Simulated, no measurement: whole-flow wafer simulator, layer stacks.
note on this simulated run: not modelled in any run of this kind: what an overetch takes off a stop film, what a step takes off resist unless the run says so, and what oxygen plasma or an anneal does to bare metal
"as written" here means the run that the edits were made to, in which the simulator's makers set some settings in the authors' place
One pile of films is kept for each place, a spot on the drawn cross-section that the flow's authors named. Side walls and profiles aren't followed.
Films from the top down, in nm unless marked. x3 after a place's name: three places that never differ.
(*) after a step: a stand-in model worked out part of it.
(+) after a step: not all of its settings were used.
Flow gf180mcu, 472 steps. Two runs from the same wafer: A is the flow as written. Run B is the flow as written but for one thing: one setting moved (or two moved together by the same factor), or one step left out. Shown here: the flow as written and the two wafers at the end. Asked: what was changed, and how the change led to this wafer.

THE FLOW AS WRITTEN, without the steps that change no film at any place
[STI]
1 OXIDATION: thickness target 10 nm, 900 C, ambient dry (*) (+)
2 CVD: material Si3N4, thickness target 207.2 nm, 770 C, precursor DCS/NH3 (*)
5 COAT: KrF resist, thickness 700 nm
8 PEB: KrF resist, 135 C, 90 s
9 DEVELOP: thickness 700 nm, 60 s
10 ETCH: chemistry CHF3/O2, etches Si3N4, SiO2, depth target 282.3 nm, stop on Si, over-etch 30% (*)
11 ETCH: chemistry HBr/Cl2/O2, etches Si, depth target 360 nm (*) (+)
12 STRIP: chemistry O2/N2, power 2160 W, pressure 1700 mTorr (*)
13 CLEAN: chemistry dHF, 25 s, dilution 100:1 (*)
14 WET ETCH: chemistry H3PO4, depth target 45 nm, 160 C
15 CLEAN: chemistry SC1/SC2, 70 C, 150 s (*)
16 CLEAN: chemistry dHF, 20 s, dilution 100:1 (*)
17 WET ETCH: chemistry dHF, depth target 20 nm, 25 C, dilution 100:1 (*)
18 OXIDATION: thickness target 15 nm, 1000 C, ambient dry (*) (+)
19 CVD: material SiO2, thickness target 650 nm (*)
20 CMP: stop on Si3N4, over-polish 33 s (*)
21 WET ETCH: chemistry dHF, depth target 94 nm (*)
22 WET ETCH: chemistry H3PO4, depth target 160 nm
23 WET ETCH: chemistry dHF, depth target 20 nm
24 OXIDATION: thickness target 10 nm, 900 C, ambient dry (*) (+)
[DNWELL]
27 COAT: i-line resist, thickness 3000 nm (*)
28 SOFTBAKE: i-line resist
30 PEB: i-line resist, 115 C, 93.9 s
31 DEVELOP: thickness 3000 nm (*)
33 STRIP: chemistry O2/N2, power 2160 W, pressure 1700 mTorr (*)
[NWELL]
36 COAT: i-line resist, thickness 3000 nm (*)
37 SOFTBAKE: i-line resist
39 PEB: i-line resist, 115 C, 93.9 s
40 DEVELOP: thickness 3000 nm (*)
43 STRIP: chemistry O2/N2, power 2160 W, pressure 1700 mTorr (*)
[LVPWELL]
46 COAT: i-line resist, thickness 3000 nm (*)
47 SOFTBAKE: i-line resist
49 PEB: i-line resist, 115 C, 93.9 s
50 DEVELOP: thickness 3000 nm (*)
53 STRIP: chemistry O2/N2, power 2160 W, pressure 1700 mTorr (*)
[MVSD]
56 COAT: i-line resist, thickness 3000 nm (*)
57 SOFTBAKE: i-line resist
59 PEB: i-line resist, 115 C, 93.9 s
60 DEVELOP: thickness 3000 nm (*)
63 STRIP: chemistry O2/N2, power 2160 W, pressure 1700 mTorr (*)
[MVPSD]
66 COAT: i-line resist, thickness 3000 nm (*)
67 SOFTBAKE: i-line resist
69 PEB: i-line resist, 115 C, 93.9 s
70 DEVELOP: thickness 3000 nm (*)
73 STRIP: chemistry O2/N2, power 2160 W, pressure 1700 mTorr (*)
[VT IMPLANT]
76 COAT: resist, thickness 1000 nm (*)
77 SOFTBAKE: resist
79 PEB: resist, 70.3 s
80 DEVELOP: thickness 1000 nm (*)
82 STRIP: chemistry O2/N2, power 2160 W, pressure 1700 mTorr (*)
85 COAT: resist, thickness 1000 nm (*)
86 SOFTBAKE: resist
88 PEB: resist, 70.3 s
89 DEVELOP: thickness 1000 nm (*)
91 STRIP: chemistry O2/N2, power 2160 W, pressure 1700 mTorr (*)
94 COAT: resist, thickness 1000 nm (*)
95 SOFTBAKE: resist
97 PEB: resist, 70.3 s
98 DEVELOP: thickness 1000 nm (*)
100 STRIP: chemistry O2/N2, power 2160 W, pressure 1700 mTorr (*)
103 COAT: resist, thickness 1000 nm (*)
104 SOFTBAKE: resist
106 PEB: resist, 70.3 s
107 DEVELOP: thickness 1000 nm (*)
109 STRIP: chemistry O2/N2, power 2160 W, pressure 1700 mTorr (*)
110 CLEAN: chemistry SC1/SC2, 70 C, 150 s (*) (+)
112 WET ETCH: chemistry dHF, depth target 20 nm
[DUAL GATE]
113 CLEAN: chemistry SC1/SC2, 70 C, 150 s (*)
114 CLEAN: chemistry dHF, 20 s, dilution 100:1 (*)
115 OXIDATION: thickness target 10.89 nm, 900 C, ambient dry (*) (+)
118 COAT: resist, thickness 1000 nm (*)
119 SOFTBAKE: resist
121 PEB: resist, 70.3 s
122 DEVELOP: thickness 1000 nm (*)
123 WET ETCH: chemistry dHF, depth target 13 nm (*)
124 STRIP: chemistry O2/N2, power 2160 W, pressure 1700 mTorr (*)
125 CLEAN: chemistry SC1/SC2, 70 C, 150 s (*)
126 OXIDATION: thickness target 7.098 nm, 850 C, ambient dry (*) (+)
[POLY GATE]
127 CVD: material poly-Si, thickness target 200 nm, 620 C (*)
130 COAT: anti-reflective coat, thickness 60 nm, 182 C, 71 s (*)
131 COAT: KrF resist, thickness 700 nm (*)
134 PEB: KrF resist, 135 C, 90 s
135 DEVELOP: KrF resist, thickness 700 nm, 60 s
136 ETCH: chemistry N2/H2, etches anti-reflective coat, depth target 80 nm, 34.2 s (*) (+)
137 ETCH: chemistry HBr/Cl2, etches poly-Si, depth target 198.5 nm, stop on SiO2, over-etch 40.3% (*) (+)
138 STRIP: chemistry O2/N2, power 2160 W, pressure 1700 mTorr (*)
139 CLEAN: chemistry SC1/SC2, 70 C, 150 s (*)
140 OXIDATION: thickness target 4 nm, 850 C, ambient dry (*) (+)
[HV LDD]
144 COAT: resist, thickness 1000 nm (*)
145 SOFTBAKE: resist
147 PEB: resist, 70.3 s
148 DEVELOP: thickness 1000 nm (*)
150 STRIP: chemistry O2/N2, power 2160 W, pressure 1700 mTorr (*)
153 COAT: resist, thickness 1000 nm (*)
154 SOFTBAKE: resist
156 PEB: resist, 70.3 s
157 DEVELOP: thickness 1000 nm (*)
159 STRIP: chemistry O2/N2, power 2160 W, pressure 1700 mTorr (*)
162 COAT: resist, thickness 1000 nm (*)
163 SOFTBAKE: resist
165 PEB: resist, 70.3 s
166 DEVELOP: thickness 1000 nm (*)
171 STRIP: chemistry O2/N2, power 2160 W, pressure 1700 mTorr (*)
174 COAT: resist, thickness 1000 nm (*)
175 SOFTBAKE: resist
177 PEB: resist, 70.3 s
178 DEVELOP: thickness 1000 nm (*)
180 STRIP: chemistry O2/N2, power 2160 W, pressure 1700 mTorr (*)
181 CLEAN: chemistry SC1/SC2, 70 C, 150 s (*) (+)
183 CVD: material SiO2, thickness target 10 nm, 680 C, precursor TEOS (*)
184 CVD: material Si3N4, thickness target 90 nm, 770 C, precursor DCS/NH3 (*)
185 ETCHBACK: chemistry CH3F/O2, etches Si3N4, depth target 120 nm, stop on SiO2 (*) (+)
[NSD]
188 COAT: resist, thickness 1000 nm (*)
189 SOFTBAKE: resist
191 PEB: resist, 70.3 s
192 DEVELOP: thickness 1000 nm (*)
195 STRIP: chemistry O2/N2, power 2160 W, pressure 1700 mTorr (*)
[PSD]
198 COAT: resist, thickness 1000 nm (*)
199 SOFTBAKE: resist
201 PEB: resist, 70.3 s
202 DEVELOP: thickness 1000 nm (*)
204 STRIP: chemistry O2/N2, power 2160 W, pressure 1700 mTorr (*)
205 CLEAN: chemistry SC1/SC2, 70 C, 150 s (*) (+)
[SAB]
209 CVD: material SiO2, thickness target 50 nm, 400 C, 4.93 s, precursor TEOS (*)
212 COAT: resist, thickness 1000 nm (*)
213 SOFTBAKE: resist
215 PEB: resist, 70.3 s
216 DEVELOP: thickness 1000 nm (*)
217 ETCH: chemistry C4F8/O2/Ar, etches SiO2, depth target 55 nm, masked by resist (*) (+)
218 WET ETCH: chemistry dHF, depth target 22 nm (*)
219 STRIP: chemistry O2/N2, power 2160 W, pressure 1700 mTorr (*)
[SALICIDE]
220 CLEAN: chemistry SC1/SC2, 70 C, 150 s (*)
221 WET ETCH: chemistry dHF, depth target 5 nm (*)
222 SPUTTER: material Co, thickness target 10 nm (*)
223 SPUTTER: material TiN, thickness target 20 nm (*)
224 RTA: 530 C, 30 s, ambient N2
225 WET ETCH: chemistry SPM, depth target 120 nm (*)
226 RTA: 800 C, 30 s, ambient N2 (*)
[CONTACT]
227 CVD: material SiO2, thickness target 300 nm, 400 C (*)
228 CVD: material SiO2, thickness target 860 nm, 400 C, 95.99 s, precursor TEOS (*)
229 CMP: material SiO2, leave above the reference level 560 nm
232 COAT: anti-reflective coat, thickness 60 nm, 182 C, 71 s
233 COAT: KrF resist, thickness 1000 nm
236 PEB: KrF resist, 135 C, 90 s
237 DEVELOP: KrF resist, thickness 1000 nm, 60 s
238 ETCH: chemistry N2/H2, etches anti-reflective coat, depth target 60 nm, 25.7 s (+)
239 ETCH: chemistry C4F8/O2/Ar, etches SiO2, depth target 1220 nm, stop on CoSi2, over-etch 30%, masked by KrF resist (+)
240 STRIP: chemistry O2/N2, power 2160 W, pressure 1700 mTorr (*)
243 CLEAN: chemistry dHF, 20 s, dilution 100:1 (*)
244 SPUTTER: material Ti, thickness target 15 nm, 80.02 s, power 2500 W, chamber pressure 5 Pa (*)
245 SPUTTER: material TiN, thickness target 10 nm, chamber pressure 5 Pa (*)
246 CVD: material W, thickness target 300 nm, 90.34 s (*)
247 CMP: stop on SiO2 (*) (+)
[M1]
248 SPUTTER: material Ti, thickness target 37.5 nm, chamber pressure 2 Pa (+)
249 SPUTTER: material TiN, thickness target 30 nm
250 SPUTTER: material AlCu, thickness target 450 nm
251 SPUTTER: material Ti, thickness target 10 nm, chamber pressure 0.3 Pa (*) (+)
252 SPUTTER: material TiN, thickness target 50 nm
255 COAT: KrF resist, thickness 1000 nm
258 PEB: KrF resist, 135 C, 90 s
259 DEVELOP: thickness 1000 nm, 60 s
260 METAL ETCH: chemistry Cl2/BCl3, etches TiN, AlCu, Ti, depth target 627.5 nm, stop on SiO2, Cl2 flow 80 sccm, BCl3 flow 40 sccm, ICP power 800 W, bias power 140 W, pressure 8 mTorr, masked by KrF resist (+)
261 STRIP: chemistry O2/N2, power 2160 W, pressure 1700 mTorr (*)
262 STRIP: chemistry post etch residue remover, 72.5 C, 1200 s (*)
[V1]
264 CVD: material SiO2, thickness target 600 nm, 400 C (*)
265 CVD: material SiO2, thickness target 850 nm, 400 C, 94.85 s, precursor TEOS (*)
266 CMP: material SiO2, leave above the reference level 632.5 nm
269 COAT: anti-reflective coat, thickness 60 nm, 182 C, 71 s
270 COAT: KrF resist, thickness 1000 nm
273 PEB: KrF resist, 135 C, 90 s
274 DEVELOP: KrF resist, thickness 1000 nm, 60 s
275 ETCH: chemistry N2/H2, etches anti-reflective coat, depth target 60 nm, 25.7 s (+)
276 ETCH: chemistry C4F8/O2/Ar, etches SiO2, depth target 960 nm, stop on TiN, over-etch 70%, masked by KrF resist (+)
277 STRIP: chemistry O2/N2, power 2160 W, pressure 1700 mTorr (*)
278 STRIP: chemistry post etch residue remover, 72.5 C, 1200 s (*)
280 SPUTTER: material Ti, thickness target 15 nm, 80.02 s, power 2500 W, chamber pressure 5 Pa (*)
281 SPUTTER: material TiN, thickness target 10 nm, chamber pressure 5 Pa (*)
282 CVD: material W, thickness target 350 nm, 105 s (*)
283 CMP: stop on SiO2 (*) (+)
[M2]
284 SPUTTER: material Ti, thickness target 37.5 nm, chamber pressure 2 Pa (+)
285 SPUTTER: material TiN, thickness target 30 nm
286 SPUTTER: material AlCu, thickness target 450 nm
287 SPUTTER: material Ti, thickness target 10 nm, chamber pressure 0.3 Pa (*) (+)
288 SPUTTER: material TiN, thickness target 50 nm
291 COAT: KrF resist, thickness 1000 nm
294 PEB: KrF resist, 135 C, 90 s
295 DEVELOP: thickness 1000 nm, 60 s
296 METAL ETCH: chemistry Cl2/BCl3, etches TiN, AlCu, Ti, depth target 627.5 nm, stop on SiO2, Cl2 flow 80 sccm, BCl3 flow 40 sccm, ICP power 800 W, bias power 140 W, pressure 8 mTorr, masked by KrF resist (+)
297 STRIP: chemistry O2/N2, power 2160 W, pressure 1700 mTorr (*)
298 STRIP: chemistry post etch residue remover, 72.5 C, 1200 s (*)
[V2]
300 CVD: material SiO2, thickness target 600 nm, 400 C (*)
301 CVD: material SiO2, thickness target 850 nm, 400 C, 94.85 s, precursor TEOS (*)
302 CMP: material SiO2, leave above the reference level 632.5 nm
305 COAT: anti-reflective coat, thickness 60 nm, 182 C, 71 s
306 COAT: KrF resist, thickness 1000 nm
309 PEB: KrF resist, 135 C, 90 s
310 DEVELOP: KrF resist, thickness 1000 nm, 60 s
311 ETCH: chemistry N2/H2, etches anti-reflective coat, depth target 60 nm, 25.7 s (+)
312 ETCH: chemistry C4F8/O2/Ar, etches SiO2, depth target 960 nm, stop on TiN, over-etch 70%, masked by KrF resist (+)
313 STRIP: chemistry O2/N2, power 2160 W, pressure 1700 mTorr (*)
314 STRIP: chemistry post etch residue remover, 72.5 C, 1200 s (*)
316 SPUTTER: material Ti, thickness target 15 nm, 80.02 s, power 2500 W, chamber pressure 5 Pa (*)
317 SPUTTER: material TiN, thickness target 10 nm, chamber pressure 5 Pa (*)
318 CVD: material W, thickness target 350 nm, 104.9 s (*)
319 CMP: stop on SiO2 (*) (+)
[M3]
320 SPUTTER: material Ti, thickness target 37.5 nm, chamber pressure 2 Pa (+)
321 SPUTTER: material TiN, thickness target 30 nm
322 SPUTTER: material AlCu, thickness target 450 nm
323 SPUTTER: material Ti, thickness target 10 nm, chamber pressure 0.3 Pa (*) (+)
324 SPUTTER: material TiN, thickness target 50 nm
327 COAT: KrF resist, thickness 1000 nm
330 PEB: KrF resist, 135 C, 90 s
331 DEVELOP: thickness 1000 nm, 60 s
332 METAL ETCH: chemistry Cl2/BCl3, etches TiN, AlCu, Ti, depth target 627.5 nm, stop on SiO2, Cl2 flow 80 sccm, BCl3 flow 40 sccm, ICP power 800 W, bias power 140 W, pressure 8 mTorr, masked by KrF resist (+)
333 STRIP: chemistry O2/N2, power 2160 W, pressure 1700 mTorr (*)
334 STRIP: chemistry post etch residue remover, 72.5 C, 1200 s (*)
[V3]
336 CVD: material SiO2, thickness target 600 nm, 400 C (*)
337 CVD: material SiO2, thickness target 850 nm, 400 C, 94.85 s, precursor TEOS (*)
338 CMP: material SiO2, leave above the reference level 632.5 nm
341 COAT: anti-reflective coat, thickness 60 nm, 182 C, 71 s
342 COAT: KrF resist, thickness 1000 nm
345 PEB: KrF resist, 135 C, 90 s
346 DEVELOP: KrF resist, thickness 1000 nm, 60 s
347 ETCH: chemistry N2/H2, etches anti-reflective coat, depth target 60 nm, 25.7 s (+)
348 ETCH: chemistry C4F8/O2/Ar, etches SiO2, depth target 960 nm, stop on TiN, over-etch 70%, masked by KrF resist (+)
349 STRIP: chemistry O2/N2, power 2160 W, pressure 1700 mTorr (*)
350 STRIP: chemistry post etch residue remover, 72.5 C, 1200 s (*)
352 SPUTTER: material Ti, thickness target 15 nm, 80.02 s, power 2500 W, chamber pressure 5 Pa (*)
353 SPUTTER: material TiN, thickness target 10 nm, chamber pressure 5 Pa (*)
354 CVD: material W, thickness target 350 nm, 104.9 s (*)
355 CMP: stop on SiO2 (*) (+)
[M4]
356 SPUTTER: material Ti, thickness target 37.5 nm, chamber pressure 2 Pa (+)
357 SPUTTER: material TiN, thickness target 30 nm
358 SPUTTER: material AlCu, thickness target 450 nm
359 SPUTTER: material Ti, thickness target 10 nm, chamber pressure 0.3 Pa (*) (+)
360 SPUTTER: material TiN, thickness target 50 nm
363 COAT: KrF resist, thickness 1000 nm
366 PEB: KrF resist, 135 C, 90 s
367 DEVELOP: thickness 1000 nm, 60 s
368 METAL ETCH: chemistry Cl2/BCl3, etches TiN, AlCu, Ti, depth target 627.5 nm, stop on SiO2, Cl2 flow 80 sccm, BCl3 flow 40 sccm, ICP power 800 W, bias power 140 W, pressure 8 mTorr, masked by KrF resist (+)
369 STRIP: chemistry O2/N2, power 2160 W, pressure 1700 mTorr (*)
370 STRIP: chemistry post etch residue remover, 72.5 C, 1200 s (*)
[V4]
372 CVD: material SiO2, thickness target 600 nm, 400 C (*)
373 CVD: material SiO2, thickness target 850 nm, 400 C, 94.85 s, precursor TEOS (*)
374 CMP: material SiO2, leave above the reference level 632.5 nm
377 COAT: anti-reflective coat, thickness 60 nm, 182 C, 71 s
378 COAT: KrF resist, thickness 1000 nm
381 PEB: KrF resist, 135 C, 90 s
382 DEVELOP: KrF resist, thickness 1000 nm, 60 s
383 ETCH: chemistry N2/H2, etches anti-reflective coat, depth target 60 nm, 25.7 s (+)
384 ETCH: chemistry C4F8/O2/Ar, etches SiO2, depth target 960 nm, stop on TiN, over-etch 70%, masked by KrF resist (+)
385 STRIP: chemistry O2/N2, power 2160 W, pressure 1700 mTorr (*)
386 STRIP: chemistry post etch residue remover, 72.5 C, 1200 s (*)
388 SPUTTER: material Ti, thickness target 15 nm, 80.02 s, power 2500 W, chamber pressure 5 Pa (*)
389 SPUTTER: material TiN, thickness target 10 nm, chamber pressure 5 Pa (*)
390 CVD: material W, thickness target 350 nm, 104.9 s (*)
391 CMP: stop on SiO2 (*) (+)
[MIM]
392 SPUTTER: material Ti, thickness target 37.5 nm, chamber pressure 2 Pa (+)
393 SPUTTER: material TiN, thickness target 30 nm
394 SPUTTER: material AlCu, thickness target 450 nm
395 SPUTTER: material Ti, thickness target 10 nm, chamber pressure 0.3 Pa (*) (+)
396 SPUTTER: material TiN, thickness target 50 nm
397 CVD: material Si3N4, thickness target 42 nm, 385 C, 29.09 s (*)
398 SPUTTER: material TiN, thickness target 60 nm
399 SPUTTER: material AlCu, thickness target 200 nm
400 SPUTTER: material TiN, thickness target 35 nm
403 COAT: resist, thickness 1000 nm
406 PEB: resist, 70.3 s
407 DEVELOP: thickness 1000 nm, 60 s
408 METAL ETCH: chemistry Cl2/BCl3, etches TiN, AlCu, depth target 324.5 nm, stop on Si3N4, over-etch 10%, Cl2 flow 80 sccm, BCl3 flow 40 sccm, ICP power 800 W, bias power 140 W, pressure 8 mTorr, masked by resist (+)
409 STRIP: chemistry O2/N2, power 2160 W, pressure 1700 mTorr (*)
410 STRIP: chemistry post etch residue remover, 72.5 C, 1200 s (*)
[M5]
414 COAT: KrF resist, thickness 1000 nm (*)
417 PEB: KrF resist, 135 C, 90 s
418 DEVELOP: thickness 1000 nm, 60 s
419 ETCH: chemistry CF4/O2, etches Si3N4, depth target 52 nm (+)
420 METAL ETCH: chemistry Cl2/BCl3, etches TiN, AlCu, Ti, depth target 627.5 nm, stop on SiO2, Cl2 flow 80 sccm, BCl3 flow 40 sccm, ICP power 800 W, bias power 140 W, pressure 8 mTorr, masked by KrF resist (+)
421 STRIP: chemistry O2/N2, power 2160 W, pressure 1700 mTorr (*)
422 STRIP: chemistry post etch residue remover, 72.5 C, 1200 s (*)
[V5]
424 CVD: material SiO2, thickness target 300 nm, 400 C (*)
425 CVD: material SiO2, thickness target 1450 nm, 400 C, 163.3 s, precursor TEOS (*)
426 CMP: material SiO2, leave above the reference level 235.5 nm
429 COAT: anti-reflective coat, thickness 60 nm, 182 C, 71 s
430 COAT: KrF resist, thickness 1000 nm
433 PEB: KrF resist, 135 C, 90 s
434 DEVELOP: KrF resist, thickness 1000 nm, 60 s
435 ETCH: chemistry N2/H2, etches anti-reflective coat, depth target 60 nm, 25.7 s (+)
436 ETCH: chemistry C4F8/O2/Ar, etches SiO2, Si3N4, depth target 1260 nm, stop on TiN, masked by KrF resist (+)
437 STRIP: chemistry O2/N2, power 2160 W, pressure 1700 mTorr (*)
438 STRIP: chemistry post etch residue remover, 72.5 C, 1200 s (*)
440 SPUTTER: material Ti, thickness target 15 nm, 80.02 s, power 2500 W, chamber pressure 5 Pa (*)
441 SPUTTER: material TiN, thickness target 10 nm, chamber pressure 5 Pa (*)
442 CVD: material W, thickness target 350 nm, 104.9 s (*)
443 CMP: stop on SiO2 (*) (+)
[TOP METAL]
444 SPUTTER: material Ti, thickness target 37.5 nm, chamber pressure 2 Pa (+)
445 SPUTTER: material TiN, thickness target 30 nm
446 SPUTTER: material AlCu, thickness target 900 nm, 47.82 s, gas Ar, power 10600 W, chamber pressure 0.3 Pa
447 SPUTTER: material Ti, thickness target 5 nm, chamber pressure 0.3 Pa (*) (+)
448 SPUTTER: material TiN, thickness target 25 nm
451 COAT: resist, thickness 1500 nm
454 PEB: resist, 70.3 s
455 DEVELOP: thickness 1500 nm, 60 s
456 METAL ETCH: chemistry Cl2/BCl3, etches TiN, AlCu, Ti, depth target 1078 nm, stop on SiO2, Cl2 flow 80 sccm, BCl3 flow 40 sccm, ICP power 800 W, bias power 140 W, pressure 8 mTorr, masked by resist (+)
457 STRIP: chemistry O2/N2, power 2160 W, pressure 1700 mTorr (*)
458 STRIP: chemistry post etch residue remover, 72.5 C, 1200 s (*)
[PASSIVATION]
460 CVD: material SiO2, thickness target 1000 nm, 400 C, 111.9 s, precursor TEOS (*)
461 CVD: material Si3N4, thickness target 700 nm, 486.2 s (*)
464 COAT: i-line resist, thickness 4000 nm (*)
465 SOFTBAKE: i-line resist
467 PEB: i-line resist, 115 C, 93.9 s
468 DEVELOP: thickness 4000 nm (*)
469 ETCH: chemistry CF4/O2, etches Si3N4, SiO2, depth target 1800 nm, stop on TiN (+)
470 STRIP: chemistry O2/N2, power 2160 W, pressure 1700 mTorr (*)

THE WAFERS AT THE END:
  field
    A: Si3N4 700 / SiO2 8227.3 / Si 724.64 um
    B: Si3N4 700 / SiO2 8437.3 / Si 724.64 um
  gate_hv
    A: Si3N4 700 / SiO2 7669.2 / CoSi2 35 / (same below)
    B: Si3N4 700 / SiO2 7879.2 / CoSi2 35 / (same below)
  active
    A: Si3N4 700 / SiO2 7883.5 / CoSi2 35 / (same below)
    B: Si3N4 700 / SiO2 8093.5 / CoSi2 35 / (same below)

The cause: step 229, CMP: leave above the reference level 770 nm was run, where the flow has leave above the reference level 560 nm.

How the change led to this, step by step:
  229 CMP: material SiO2, leave above the reference level 560 nm
      gate_hv, gate_nat, ld_gate_n and 11 more: A SiO2 -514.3 | B SiO2 -304.3
      ldn_sep__w1, ldn_sep__w2, ldn_dft and 8 more: A SiO2 -311 | B SiO2 -101
      (and at 86 more places)
  239 ETCH: chemistry C4F8/O2/Ar, etches SiO2, depth target 1220 nm, stop on CoSi2, over-etch 30%, masked by KrF resist (+)
      field, field__w1, field__w2 and 105 more: A KrF resist -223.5 | B KrF resist -244
      polyc_n, polyc_p: A SiO2 -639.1 (all of it) | B SiO2 -849.1 (all of it)
      (and at 1 more place)
  240 STRIP: chemistry O2/N2, power 2160 W, pressure 1700 mTorr (*)
      field, field__w1, field__w2 and 105 more: A KrF resist -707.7 (all of it), anti-reflective coat -60 (all of it) | B KrF resist -687.2 (all of it), anti-reflective coat -60 (all of it)
  244 SPUTTER: material Ti, thickness target 15 nm, 80.02 s, power 2500 W, chamber pressure 5 Pa (*)
      contact: A Ti +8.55 (new film) | B Ti +7.57 (new film)
  245 SPUTTER: material TiN, thickness target 10 nm, chamber pressure 5 Pa (*)
      contact: A TiN +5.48 (new film) | B TiN +4.87 (new film)
  246 CVD: material W, thickness target 300 nm, 90.34 s (*)
      polyc_n, polyc_p: A W +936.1 (new film) | B W +1146.1 (new film)
      contact: A W +1167.5 (new film) | B W +1379.1 (new film)
